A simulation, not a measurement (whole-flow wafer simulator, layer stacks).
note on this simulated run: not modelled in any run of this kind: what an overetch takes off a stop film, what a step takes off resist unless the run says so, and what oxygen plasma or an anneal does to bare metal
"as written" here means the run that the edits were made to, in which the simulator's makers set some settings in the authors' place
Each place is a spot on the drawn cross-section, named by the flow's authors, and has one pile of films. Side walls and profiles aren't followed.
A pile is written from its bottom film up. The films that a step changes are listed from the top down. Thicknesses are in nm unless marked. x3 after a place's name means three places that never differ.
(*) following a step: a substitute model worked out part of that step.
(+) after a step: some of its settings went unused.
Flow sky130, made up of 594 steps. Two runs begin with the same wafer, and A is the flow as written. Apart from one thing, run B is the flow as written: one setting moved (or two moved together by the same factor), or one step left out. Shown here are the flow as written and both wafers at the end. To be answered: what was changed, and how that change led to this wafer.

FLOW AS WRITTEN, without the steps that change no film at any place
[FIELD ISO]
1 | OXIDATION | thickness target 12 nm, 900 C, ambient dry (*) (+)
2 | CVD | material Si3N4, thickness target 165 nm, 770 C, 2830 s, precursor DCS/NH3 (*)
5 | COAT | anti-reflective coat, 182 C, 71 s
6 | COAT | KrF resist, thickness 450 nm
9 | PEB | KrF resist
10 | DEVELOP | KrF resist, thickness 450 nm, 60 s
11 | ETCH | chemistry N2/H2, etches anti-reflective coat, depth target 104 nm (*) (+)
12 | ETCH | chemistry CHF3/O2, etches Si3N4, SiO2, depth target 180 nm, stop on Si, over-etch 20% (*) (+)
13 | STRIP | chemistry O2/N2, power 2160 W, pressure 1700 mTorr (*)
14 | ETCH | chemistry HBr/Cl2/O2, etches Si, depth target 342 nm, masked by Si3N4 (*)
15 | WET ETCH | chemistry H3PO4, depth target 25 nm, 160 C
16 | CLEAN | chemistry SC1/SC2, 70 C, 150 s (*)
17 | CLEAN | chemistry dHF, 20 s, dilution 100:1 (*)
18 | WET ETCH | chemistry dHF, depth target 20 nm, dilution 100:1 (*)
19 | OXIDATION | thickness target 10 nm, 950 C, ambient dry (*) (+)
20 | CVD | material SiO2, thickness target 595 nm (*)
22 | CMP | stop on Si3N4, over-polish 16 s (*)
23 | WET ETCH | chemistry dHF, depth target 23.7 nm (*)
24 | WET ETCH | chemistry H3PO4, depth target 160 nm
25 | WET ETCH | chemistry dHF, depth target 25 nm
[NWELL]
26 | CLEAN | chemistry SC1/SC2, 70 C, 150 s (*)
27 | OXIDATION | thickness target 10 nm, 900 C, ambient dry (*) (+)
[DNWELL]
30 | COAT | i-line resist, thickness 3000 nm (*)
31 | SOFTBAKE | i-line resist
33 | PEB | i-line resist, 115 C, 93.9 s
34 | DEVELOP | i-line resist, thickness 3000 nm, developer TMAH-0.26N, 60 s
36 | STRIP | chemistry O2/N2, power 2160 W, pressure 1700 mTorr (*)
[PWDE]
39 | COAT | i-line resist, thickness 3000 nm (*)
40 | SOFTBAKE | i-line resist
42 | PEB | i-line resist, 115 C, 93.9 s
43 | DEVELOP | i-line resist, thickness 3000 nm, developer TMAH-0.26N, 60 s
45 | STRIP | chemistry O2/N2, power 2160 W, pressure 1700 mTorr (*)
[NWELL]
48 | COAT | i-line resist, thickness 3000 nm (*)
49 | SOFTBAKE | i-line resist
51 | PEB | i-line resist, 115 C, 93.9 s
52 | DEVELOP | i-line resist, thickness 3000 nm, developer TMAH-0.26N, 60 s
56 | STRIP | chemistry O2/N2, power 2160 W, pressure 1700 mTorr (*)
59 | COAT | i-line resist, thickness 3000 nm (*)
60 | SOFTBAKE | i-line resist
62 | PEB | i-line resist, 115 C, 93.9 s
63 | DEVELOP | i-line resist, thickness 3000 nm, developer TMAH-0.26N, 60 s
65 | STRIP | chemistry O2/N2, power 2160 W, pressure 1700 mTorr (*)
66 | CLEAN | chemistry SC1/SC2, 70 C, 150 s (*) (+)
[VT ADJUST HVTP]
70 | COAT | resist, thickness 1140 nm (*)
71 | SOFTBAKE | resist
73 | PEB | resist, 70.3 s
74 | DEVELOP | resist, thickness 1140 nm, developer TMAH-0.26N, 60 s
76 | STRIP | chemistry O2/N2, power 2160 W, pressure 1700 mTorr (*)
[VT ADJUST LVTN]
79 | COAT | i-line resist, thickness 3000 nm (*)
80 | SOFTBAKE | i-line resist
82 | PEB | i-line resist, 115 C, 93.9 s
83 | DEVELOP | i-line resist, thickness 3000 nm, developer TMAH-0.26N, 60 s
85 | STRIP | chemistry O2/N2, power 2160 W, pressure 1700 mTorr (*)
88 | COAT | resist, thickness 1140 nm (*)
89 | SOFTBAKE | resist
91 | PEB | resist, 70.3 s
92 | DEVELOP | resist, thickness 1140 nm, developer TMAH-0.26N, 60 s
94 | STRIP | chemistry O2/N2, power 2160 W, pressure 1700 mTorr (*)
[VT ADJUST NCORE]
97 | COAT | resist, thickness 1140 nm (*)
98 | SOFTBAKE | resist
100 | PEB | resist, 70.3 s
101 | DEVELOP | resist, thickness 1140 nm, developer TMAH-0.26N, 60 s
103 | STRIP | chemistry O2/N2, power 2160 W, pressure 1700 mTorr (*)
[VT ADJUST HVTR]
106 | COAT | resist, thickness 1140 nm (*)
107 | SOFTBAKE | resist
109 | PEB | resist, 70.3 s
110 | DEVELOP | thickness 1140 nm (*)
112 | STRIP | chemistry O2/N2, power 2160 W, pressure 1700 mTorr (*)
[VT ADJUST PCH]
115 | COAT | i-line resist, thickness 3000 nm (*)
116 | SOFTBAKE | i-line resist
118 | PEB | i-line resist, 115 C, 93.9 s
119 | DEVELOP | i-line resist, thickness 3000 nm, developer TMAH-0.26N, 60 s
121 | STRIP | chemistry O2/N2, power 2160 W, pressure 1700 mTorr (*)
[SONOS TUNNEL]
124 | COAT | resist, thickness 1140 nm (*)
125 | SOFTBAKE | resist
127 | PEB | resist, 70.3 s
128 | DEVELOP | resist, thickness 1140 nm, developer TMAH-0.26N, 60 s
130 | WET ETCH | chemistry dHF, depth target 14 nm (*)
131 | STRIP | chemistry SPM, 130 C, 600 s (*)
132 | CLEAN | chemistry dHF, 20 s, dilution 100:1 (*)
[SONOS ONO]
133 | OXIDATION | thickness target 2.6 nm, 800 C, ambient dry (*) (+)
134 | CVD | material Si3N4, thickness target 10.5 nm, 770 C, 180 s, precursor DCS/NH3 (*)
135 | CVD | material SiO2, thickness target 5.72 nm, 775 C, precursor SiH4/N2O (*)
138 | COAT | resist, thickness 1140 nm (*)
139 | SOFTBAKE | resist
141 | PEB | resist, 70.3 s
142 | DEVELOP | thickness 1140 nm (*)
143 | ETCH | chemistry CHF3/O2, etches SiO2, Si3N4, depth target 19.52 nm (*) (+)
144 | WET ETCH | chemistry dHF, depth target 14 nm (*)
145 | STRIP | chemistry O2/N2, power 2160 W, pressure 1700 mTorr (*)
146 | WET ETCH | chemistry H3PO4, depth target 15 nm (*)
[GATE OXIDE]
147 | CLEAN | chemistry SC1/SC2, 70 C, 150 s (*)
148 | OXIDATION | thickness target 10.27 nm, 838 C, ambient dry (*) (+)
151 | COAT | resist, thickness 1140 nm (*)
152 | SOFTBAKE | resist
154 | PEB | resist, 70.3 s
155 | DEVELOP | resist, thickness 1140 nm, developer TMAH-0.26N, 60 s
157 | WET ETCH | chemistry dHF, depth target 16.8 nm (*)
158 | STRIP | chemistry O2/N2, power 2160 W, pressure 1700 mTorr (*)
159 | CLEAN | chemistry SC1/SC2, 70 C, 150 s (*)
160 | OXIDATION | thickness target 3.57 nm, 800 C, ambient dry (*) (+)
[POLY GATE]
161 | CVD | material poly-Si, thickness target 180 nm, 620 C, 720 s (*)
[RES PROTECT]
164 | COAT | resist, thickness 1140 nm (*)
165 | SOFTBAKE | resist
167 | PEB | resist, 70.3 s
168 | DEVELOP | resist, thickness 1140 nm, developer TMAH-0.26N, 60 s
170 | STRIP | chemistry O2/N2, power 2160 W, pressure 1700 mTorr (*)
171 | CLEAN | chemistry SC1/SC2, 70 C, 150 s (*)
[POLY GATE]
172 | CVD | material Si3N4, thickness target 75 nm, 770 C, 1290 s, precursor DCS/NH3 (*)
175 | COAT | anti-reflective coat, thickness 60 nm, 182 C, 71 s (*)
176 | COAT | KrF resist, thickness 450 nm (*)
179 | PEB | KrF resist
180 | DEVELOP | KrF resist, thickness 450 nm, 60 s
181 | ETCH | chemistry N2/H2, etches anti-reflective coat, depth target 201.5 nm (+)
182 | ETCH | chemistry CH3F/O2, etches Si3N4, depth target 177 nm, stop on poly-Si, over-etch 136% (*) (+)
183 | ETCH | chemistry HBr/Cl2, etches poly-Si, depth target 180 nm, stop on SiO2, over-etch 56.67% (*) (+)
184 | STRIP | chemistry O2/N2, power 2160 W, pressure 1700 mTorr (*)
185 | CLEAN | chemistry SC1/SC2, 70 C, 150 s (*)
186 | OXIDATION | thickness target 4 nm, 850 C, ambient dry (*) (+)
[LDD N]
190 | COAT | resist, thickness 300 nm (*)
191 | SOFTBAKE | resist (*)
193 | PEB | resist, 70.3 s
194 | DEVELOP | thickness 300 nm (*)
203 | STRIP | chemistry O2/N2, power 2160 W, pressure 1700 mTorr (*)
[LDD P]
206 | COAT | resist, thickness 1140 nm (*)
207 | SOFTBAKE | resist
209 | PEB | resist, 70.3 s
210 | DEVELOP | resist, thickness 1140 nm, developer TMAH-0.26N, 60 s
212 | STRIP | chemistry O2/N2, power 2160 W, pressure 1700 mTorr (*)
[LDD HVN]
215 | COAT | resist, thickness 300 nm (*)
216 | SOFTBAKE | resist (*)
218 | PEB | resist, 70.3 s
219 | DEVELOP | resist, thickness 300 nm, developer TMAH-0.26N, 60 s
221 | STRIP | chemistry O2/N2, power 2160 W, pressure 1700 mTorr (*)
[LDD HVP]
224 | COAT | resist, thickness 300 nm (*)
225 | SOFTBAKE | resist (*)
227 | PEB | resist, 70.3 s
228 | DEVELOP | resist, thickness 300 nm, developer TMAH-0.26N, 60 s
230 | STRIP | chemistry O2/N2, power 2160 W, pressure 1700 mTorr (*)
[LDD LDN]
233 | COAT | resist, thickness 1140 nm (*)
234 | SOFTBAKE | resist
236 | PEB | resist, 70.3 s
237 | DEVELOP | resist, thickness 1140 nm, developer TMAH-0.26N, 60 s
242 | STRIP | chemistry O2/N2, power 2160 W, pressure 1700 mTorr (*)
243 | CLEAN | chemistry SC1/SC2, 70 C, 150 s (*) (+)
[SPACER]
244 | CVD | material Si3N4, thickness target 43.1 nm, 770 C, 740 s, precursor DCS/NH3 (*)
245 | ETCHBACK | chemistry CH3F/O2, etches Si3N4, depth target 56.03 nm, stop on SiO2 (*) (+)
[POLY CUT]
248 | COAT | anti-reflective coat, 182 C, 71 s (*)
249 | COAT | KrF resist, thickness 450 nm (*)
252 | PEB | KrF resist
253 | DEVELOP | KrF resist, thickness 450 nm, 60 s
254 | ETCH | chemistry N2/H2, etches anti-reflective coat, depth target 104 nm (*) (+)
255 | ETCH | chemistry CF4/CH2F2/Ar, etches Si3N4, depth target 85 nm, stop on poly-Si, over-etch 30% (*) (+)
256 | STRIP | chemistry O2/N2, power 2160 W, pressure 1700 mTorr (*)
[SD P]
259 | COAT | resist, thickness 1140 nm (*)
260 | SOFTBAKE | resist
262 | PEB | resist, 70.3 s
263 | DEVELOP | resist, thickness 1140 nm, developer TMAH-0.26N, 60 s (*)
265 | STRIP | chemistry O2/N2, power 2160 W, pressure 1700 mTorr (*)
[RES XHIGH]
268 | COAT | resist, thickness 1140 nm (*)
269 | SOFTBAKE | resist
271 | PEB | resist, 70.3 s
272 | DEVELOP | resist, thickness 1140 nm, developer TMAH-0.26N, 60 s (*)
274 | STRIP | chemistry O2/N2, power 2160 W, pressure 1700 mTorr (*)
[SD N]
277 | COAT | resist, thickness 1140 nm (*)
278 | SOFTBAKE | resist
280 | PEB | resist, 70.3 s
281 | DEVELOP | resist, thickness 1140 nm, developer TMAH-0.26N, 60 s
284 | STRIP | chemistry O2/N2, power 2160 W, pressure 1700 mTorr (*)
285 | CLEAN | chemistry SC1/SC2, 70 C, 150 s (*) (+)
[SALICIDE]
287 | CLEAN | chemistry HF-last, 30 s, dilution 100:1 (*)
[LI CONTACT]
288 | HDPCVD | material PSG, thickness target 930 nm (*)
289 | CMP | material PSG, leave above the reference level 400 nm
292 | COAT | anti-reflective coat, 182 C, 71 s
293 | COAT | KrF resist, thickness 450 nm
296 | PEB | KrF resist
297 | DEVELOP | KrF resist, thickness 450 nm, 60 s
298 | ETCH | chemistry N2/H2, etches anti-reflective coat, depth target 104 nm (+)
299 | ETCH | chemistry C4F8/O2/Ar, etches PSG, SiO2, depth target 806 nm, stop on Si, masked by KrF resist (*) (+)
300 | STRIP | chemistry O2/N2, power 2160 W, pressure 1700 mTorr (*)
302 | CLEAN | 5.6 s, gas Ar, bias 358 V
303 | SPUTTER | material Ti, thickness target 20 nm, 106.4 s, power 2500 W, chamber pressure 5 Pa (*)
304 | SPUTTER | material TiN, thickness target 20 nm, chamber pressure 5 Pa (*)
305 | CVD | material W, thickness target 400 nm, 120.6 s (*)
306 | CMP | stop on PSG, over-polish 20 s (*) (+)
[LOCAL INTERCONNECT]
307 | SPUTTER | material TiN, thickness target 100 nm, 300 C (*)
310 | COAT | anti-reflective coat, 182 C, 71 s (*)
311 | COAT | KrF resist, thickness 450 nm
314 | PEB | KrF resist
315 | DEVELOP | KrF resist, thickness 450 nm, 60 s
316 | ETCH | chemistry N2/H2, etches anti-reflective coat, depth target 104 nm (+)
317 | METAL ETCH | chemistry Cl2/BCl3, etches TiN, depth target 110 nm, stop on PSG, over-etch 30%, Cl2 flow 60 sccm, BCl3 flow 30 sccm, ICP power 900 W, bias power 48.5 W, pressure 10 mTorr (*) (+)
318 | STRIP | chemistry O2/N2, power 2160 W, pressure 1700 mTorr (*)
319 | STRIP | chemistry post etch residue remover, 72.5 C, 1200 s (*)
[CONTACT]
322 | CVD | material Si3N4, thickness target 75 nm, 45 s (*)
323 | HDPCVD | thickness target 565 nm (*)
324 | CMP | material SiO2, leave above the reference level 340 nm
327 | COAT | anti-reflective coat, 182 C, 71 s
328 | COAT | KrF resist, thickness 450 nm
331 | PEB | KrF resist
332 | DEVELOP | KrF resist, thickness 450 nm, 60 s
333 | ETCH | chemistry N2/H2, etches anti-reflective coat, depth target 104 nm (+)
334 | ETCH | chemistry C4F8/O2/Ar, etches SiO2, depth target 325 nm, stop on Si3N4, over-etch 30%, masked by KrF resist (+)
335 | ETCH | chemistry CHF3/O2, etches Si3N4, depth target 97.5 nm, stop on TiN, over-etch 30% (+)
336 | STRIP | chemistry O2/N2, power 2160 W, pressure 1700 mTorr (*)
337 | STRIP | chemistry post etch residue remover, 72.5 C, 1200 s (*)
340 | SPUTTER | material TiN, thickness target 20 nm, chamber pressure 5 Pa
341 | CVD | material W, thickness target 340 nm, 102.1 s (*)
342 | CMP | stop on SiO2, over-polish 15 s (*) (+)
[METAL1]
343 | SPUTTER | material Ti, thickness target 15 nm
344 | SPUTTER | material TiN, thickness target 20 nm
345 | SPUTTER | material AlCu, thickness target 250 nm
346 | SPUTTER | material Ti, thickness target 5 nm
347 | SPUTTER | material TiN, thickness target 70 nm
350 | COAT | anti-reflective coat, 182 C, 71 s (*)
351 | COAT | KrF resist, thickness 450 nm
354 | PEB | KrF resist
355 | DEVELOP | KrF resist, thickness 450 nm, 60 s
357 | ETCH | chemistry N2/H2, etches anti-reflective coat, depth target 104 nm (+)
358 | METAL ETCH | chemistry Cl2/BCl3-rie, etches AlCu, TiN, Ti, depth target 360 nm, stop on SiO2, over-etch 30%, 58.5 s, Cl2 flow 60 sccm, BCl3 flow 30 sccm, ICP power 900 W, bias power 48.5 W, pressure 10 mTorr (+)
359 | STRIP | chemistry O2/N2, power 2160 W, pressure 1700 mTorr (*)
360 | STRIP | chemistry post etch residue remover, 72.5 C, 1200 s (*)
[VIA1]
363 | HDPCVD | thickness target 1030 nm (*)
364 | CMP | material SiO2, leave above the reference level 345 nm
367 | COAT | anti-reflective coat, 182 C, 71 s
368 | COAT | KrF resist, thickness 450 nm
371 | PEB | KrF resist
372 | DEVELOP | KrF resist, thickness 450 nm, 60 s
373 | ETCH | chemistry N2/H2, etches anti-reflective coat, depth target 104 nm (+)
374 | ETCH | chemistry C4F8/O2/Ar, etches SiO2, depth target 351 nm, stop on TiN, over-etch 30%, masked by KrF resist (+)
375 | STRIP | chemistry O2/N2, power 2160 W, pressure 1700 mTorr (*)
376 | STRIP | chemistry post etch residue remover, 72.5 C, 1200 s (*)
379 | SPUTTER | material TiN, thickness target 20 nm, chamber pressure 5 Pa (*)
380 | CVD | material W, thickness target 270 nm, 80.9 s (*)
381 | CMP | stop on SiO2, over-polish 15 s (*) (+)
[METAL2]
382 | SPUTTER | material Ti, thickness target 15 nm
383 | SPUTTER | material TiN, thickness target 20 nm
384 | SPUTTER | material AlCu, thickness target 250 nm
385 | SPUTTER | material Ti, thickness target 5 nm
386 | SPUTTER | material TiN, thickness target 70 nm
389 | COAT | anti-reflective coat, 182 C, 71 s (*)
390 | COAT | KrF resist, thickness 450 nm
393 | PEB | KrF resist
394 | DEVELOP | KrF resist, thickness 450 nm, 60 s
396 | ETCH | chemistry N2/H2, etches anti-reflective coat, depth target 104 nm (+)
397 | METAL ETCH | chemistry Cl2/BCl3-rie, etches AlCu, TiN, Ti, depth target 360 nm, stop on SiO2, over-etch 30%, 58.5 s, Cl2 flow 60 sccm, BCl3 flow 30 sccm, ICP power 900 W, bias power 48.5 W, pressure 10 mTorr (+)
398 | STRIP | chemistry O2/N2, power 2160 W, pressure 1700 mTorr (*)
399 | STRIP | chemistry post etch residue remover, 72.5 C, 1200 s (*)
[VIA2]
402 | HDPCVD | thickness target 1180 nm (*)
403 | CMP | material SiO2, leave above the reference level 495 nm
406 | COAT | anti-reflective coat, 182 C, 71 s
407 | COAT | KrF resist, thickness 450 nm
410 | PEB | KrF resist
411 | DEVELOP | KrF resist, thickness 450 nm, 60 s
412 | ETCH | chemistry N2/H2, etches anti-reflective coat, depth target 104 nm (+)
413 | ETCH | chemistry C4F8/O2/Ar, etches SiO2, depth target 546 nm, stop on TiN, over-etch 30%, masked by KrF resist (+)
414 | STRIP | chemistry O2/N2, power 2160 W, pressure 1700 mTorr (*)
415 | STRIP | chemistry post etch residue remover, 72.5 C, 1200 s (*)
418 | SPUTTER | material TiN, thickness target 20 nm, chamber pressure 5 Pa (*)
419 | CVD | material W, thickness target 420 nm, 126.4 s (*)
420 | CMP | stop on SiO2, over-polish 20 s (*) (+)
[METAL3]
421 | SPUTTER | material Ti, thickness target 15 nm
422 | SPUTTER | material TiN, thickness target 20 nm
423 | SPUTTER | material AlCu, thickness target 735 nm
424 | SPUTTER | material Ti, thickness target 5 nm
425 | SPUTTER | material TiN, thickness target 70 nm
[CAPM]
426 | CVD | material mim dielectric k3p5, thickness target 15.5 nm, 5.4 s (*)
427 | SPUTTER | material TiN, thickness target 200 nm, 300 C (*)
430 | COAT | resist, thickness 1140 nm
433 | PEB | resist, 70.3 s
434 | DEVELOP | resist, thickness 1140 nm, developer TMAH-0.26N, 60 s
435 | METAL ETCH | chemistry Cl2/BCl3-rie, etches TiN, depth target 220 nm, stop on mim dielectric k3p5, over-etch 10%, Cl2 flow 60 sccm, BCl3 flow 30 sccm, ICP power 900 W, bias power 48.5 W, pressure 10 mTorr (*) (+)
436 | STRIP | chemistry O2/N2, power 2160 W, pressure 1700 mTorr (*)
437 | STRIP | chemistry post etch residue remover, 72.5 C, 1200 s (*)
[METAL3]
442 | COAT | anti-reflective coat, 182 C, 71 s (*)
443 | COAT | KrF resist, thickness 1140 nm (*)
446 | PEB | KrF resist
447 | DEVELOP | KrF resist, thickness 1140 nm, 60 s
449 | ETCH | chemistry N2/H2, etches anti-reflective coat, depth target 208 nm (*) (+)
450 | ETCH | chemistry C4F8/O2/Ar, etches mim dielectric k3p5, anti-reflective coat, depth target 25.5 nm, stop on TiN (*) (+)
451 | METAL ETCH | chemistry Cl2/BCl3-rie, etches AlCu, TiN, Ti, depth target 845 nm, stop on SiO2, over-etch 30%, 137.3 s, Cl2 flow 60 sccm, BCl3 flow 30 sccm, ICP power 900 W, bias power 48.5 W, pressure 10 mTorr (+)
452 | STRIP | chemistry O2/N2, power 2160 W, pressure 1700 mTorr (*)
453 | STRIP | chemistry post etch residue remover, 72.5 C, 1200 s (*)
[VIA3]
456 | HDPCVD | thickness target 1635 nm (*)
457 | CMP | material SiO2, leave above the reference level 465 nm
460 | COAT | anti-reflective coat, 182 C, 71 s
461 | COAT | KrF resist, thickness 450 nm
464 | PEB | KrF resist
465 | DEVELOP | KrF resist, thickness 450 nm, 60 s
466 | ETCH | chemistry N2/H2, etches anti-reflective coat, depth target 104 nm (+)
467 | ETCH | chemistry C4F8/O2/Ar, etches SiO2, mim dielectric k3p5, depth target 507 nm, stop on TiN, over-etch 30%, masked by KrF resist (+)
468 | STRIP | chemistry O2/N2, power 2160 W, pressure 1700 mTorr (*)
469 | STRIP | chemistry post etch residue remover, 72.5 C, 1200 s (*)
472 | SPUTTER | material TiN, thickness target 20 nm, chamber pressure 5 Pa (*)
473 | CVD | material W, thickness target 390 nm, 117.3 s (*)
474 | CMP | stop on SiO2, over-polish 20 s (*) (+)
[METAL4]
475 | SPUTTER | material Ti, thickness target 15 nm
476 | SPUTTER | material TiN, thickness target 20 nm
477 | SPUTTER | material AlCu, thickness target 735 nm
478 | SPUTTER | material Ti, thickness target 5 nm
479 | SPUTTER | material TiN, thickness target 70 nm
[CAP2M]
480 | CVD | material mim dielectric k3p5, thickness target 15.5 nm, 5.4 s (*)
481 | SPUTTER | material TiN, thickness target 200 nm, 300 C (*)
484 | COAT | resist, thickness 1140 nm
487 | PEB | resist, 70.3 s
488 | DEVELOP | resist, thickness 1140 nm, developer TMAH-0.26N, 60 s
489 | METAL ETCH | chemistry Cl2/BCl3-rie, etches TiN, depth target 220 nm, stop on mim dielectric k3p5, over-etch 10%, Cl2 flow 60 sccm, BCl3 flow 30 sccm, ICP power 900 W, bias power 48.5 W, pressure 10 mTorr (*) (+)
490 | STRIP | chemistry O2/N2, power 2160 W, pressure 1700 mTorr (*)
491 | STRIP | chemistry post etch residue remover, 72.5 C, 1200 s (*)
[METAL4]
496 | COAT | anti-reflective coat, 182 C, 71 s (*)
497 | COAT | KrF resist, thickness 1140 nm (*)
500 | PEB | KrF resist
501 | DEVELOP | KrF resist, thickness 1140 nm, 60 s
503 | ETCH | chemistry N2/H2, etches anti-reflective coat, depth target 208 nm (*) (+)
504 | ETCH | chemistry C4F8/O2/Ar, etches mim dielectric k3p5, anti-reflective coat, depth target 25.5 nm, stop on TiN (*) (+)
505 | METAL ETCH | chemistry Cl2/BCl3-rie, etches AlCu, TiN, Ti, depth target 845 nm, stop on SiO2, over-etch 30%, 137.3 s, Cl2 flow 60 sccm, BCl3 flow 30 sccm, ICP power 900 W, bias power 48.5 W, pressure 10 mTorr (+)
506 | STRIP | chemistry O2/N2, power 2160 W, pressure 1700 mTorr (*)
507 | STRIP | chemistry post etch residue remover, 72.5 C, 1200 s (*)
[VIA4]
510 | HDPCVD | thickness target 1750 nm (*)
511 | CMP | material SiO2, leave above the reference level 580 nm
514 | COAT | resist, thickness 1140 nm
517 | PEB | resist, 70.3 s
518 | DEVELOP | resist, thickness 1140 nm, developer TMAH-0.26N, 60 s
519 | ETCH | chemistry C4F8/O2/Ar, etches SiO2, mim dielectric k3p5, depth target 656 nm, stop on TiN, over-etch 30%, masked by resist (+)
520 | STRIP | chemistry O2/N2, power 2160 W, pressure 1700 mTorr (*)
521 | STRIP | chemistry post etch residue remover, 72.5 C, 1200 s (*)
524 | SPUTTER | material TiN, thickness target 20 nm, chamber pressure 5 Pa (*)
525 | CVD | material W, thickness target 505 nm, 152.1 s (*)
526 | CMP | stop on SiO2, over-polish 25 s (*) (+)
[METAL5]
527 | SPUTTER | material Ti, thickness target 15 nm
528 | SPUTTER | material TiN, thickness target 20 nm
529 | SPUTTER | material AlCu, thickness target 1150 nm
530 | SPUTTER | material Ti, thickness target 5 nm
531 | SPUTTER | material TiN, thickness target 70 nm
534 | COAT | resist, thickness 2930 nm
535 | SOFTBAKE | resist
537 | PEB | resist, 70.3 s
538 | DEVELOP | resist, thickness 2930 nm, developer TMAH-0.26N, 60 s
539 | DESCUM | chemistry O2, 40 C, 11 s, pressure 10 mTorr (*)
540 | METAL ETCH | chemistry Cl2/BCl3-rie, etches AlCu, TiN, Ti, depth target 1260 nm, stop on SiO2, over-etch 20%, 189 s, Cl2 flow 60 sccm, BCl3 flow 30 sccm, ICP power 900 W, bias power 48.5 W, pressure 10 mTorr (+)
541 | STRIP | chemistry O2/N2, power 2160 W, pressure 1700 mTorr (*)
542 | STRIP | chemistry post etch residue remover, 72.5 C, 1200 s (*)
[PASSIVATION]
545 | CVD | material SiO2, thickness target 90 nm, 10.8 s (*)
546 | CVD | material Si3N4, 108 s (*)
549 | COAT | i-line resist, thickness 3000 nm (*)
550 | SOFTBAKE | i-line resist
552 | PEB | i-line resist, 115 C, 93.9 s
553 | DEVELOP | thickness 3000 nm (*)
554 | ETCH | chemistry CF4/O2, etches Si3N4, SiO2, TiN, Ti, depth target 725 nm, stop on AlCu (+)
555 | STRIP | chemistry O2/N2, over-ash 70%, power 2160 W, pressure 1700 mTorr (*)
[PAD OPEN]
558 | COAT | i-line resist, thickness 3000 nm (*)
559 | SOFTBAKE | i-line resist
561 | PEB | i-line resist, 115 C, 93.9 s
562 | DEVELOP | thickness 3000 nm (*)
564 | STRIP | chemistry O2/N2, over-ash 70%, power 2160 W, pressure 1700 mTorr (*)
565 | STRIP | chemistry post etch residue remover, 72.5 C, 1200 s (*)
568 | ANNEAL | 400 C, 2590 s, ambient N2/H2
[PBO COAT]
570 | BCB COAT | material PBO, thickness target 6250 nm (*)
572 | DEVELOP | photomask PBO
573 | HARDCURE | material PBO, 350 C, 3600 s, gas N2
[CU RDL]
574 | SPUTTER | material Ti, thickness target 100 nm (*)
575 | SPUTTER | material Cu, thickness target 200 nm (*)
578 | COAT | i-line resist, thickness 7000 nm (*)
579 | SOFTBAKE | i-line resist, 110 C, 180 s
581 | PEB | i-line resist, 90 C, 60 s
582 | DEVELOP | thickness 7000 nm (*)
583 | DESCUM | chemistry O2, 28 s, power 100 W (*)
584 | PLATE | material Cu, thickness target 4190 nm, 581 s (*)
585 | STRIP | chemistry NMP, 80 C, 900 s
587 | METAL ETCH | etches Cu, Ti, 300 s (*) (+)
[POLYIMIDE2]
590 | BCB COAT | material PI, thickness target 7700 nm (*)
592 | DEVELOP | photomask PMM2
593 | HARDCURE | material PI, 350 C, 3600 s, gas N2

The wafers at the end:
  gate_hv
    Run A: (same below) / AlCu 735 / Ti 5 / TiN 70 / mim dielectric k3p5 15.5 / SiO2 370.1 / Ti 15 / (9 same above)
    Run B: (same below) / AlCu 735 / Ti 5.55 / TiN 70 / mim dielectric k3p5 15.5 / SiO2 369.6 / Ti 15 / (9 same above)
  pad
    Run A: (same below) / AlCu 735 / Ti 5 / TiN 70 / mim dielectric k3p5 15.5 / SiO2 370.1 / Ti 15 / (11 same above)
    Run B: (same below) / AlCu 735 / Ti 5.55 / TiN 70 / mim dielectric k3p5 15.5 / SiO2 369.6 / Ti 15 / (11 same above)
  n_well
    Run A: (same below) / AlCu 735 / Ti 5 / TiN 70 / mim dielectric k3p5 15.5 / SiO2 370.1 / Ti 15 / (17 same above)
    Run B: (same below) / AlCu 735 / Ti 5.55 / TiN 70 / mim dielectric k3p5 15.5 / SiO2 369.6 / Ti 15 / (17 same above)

Cause: step 424, SPUTTER: thickness target 5.55 nm was run, whereas the flow has thickness target 5 nm.
The wafer itself shows it: gate_hv has Ti 5.55, and step 424 as written asks for 5 nm.

The path from the change to this, step by step:
  424 | SPUTTER | material Ti, thickness target 5 nm
      field, active, n_well and 188 more: A +5 Ti (new film) | B +5.55 Ti (new film)
  451 | METAL ETCH | chemistry Cl2/BCl3-rie, etches AlCu, TiN, Ti, depth target 845 nm, stop on SiO2, over-etch 30%, 137.3 s, Cl2 flow 60 sccm, BCl3 flow 30 sccm, ICP power 900 W, bias power 48.5 W, pressure 10 mTorr (+)
      field, gate, spacer and 68 more: A -70 TiN (all of it), -5 Ti (all of it), -735 AlCu (all of it), -20 TiN (all of it), -15 Ti (all of it), -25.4 SiO2 | B -70 TiN (all of it), -5.55 Ti (all of it), -735 AlCu (all of it), -20 TiN (all of it), -15 Ti (all of it), -25.3 SiO2
      active, vpp_ln, vpp_iso2 and 11 more: A -70 TiN (all of it), -5 Ti (all of it), -735 AlCu (all of it), -20 TiN (all of it), -15 Ti (all of it), -25.3 SiO2 | B -70 TiN (all of it), -5.55 Ti (all of it), -735 AlCu (all of it), -20 TiN (all of it), -15 Ti (all of it), -25.3 SiO2
